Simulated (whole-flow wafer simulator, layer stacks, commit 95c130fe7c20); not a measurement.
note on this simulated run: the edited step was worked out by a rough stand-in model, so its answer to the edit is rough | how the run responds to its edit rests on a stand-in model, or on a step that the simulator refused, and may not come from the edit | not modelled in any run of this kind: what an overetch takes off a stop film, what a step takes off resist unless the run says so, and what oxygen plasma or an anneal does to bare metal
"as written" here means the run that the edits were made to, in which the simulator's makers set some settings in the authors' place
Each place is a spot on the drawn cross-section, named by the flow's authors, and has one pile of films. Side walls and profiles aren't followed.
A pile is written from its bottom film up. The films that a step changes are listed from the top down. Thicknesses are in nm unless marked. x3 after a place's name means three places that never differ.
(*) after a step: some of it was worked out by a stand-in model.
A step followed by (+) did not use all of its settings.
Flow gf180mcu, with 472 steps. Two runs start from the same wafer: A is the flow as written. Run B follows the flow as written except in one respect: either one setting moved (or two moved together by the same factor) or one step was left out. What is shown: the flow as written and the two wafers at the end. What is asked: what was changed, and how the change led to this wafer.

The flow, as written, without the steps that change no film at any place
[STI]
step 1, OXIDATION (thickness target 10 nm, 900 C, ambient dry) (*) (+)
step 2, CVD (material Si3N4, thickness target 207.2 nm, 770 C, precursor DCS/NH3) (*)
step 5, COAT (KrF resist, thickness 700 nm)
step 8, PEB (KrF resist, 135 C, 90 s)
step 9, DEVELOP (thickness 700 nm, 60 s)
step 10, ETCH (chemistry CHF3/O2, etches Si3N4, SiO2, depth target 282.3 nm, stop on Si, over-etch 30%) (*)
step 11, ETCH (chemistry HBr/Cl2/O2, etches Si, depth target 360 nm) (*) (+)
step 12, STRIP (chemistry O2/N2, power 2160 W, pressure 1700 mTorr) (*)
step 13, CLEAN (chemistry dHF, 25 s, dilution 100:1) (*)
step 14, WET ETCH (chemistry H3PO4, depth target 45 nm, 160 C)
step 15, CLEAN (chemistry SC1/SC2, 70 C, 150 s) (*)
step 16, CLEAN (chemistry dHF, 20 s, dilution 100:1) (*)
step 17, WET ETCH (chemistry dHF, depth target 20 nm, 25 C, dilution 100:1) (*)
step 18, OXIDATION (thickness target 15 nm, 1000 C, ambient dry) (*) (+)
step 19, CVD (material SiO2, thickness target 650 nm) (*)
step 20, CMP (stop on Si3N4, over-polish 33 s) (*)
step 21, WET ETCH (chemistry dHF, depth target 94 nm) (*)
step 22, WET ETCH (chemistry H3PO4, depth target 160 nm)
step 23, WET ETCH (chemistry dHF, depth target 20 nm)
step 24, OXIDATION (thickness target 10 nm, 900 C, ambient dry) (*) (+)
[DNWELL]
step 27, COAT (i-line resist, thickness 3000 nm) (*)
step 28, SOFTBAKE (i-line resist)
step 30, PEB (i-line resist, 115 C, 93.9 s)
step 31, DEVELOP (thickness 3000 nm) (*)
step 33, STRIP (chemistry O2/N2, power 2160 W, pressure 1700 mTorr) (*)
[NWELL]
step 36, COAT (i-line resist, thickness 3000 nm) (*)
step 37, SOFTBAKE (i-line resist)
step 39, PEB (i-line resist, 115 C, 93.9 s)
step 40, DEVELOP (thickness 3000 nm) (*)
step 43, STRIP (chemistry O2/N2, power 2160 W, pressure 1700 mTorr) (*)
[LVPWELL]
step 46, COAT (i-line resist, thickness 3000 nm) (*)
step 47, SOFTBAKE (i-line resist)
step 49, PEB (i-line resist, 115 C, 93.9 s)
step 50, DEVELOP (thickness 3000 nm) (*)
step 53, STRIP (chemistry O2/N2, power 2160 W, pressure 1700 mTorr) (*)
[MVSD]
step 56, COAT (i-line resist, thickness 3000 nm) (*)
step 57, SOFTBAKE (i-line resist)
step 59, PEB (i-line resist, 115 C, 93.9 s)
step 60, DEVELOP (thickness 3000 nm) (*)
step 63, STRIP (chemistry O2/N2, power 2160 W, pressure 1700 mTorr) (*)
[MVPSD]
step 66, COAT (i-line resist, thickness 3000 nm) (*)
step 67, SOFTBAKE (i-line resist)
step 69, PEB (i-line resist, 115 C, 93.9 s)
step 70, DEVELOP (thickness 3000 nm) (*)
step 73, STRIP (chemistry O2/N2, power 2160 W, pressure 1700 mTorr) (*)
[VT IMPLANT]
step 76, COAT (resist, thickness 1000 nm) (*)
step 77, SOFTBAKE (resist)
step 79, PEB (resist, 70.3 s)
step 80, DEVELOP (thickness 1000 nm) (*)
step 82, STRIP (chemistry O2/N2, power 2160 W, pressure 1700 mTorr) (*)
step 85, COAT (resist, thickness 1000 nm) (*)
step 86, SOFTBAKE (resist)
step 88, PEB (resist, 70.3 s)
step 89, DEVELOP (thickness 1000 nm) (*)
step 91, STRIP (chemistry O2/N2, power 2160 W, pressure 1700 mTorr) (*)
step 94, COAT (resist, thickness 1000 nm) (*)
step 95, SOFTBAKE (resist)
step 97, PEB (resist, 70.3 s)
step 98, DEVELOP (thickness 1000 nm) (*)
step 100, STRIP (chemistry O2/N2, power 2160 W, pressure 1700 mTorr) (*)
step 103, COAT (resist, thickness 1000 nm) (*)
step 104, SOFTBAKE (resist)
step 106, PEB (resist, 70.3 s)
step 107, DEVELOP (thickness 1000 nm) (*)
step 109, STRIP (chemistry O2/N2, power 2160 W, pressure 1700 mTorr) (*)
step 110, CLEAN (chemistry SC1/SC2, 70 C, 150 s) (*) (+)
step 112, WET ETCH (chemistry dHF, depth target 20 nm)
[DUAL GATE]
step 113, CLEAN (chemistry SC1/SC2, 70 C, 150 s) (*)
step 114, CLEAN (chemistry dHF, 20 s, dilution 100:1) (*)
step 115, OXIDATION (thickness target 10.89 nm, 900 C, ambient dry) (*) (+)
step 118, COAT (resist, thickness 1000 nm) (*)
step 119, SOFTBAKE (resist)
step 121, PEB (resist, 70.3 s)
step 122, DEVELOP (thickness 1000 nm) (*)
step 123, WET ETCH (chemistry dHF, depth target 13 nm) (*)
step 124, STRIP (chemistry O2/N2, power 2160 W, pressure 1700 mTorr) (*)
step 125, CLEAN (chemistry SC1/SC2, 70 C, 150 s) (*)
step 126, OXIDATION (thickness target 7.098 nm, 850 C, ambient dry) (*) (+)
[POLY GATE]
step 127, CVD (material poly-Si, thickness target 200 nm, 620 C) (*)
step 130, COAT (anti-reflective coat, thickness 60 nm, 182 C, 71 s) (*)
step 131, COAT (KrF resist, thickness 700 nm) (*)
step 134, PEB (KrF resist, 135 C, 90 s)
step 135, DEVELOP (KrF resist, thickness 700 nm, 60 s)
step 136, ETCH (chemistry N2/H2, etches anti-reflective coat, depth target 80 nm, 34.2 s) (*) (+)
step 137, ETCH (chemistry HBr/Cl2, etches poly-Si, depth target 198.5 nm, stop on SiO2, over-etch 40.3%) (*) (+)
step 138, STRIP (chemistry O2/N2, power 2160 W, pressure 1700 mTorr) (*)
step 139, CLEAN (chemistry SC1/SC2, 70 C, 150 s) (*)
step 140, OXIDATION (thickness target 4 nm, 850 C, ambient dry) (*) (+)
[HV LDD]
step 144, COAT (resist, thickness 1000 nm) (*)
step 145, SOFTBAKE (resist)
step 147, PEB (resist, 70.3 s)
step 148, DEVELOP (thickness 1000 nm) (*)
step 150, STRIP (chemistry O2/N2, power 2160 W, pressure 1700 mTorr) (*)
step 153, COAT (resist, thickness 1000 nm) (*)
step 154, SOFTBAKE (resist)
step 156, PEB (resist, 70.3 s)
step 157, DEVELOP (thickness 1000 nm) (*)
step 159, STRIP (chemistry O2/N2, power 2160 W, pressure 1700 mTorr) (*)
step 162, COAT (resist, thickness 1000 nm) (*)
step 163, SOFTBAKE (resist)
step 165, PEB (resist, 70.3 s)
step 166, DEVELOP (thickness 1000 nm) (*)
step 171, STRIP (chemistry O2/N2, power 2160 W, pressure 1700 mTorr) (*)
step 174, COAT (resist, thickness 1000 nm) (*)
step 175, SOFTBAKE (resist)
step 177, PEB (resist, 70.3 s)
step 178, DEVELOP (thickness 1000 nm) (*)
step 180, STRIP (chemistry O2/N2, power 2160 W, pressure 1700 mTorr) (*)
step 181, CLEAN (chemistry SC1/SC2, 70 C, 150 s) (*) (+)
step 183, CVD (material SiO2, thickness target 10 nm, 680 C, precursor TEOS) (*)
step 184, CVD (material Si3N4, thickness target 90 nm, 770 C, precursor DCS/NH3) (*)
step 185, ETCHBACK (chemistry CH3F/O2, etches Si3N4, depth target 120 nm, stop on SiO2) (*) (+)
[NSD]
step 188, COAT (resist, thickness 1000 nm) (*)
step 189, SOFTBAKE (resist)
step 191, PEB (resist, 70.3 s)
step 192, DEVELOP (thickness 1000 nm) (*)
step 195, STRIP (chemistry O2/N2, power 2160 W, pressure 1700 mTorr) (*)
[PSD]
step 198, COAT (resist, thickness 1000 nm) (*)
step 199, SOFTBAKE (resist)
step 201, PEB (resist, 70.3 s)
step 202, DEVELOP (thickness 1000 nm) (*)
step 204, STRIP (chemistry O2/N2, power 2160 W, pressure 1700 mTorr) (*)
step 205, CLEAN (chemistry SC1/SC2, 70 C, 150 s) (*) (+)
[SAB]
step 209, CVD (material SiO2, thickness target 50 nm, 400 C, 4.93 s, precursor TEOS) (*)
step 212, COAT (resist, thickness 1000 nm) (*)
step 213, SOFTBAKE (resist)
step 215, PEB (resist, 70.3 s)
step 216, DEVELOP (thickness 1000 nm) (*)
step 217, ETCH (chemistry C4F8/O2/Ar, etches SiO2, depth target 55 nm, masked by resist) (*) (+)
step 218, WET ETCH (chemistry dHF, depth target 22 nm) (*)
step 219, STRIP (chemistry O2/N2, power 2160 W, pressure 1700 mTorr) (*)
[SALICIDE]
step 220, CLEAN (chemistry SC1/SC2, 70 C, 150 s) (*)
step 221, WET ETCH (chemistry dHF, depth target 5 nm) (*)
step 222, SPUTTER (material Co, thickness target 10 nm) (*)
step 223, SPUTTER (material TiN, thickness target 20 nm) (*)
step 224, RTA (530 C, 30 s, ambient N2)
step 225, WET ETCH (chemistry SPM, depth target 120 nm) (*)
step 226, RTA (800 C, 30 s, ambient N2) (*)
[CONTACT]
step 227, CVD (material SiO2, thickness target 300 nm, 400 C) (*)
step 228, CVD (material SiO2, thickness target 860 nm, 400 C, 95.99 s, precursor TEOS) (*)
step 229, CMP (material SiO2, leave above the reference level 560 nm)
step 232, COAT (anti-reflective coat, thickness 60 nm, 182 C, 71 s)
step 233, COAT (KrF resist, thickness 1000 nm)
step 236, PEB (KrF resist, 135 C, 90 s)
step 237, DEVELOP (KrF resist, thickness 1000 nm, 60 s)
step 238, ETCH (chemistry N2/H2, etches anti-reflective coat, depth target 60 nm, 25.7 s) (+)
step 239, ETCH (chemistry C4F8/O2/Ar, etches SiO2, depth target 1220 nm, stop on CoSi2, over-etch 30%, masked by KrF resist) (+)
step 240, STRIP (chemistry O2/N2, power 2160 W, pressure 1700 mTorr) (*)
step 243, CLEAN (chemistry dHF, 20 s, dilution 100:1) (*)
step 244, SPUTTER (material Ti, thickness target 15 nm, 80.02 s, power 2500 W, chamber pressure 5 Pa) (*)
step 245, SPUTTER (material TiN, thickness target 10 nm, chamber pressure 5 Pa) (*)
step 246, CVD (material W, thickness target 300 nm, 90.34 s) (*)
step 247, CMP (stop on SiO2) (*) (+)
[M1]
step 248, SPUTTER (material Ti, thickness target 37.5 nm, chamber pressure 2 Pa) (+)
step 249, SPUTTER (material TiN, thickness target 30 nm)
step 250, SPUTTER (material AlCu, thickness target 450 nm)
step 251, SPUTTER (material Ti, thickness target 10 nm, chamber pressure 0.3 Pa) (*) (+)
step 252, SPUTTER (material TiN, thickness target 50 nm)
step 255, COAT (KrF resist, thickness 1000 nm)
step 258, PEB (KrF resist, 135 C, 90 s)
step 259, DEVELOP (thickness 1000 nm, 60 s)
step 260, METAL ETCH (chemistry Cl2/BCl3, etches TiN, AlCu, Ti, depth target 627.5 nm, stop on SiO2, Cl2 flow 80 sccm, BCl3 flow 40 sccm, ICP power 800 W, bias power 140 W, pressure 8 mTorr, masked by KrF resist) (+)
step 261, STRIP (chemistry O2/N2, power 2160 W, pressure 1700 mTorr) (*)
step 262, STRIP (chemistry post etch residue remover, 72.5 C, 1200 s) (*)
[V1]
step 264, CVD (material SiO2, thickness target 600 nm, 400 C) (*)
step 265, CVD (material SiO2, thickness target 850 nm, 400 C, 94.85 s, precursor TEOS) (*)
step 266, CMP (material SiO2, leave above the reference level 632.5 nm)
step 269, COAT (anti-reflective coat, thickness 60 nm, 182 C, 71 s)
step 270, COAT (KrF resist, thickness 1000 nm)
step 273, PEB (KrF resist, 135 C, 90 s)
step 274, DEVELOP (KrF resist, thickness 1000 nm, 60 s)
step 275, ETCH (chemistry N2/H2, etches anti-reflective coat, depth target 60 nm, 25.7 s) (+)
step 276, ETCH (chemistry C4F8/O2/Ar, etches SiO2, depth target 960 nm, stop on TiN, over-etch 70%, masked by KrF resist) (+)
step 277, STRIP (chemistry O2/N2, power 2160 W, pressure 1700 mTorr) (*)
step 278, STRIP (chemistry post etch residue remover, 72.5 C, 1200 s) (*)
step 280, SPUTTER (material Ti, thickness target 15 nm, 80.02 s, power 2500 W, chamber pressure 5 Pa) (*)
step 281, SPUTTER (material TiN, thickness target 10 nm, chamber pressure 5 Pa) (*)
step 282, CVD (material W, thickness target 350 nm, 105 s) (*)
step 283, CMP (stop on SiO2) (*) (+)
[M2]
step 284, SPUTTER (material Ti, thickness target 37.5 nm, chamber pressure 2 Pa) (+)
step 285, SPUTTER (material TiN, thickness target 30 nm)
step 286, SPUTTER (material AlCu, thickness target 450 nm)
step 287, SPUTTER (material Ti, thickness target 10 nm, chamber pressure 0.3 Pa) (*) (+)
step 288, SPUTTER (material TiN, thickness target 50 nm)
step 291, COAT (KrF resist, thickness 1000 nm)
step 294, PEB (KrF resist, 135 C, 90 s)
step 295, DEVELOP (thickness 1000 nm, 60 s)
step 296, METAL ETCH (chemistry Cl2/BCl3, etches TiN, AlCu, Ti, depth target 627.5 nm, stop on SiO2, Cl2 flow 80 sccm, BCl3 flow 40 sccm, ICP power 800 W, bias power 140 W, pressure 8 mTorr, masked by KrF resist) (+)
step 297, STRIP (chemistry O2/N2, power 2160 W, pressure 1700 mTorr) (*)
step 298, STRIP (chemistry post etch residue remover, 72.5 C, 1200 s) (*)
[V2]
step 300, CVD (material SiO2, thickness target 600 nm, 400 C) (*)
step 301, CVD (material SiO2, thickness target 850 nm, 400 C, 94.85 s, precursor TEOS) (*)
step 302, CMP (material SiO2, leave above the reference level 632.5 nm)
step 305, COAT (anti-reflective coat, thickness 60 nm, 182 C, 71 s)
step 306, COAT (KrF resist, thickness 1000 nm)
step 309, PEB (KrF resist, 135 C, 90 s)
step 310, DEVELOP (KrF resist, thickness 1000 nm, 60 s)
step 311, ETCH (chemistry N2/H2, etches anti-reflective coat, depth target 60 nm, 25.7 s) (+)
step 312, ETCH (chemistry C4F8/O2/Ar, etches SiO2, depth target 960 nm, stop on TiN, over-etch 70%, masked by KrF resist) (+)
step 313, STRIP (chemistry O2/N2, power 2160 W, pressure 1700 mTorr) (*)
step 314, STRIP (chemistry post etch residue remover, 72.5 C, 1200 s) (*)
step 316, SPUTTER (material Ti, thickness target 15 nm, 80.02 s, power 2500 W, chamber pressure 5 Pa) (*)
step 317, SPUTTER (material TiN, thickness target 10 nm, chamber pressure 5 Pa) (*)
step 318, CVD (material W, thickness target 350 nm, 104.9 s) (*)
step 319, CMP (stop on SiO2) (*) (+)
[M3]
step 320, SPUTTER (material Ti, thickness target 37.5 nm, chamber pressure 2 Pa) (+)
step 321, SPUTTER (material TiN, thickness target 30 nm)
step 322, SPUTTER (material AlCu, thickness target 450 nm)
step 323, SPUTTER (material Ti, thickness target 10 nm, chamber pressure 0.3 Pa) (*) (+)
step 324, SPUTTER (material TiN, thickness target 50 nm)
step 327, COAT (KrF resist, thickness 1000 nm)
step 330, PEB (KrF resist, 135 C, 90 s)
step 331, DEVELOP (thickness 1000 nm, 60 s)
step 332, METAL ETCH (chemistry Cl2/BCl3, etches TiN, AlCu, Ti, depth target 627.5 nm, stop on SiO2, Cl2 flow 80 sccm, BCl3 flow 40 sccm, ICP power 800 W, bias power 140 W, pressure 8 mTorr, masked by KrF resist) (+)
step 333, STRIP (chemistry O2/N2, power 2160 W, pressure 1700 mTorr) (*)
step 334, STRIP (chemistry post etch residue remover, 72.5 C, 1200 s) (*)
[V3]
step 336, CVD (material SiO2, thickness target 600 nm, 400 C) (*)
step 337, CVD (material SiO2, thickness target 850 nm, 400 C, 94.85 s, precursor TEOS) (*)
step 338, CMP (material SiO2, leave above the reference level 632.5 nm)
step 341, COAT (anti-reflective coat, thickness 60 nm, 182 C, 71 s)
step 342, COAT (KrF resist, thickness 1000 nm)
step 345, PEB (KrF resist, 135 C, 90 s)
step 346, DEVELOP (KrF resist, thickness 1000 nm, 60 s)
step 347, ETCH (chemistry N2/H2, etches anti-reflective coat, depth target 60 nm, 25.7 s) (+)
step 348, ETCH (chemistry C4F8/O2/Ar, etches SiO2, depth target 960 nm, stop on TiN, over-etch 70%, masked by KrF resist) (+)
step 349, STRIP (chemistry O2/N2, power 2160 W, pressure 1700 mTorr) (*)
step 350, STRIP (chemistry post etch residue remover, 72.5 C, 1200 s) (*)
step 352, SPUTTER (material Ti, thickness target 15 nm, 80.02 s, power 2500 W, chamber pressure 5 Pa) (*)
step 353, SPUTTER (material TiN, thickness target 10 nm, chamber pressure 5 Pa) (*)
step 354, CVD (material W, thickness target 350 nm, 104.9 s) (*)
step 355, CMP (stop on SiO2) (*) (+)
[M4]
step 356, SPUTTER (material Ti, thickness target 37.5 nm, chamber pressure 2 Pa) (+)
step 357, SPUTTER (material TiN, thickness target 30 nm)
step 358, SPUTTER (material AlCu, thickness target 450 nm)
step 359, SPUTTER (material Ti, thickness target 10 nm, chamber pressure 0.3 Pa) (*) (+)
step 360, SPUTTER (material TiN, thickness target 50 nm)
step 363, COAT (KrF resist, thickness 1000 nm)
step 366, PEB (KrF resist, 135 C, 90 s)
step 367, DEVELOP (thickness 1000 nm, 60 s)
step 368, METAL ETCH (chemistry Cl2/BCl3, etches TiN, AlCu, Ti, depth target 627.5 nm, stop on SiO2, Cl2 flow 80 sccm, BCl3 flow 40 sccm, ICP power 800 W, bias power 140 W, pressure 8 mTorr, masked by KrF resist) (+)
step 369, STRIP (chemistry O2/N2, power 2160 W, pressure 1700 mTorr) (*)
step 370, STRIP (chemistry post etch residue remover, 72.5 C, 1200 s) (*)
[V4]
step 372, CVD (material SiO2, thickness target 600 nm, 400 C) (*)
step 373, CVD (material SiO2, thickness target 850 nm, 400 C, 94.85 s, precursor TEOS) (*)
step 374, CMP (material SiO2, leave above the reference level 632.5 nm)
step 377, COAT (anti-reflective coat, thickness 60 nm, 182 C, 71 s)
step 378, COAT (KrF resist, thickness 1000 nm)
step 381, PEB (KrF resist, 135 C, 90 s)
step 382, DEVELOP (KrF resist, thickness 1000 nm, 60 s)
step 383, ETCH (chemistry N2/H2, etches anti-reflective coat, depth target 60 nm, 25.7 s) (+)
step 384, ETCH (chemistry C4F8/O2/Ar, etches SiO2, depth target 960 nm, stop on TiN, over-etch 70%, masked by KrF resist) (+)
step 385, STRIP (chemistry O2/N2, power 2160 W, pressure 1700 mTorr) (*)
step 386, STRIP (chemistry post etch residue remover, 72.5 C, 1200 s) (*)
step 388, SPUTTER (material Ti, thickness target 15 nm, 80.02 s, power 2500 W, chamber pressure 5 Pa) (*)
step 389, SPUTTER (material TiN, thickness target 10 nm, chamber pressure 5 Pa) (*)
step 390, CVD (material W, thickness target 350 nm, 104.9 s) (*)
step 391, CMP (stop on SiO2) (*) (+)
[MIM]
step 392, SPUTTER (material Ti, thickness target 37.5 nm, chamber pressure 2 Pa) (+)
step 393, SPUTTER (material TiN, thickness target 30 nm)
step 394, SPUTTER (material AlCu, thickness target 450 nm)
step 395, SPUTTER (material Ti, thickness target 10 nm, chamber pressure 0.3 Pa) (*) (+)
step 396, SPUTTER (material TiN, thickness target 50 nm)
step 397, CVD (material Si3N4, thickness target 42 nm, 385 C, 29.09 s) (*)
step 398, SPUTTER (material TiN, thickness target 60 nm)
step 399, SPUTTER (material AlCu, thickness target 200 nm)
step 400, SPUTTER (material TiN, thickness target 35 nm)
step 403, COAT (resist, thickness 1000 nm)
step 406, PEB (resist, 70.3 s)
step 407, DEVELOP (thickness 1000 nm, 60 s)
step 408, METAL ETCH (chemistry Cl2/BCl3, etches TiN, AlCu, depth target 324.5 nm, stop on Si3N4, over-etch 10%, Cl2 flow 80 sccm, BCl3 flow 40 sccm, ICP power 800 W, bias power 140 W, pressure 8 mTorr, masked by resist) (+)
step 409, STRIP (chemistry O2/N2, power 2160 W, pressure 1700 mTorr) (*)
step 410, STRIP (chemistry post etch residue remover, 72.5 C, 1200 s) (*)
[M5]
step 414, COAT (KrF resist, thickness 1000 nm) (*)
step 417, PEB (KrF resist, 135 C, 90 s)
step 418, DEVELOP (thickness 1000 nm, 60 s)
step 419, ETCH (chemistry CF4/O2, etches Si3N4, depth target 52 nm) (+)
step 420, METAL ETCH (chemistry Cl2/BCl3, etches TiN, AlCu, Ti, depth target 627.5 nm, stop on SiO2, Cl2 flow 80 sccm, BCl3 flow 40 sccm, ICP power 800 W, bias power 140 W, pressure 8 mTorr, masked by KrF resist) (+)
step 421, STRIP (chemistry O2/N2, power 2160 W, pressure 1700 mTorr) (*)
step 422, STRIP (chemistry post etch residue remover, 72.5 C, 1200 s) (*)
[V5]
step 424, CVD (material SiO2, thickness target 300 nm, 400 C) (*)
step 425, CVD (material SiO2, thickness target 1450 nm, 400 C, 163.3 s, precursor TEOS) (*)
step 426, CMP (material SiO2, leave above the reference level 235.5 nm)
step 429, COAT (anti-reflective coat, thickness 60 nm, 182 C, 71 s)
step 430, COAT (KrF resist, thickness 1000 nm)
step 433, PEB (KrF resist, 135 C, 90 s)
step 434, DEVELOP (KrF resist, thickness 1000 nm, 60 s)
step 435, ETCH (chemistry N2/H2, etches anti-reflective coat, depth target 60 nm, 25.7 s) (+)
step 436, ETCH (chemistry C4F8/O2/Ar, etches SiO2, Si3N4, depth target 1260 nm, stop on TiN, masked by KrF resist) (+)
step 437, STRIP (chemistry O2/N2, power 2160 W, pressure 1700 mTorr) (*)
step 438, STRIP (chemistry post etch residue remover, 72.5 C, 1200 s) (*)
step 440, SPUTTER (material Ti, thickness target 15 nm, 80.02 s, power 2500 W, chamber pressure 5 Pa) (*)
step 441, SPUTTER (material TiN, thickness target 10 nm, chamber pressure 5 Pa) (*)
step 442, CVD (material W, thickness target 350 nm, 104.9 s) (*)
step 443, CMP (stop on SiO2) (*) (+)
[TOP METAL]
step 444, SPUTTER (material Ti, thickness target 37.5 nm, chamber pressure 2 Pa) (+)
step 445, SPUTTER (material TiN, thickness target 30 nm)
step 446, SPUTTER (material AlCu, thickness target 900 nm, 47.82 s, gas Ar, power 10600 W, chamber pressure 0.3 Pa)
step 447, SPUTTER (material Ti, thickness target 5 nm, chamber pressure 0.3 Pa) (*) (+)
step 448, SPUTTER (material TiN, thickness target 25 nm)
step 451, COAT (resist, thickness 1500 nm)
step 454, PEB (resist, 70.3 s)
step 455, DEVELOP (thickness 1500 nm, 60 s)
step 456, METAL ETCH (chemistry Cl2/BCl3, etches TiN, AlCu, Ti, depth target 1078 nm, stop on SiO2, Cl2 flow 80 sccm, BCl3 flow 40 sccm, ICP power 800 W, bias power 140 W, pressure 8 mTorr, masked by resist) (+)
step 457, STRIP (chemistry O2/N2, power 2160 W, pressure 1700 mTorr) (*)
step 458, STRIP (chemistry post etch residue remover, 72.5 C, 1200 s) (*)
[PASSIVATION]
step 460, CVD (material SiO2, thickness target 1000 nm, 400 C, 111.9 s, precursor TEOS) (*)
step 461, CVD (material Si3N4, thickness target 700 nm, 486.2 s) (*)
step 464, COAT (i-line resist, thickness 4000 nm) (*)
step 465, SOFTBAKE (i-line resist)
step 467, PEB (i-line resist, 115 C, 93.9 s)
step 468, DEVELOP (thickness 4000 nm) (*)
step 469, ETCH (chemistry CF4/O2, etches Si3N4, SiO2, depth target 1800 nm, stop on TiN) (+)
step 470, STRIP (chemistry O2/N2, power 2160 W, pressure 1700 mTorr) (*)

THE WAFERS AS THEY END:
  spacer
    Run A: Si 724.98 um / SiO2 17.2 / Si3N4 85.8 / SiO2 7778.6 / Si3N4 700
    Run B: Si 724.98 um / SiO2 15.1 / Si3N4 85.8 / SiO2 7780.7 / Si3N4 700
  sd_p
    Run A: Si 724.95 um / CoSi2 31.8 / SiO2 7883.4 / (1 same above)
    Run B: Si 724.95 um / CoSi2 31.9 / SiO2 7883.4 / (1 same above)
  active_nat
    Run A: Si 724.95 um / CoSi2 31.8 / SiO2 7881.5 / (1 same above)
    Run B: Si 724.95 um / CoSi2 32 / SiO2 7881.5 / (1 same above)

The reason: step 183, CVD: thickness target 7.9 nm was run, while the flow as written has thickness target 10 nm.

How this came from the change, step by step:
  step 183, CVD (material SiO2, thickness target 10 nm, 680 C, precursor TEOS) (*)
      field, field__w1, field__w2 and 99 more: A +10 SiO2 | B +7.9 SiO2
      ld_drift_p: A +9.87 SiO2 | B +7.8 SiO2
      (as well as at 1 more place)
  step 189, SOFTBAKE (resist)
      field: A +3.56 resist | B -0.36 resist
      active_hv: A +2.68 resist | B -0.5 resist
      (as well as at 3 more places)
  step 199, SOFTBAKE (resist)
      field: A +3.56 resist | B -0.36 resist
      active_hv: A +2.68 resist | B -0.5 resist
      (as well as at 3 more places)
  step 218, WET ETCH (chemistry dHF, depth target 22 nm) (*)
      gate, gate_hv, gate_p and 23 more: A -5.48 SiO2 (all of it) | B -3.38 SiO2 (all of it)
      active, p_well, sd_n, iso_ptap_pw, iso_ntap_nw, iso_ptap_sub, vpnp_e: A -9.01 SiO2 (all of it) | B -6.91 SiO2 (all of it)
      (as well as at 16 more places)
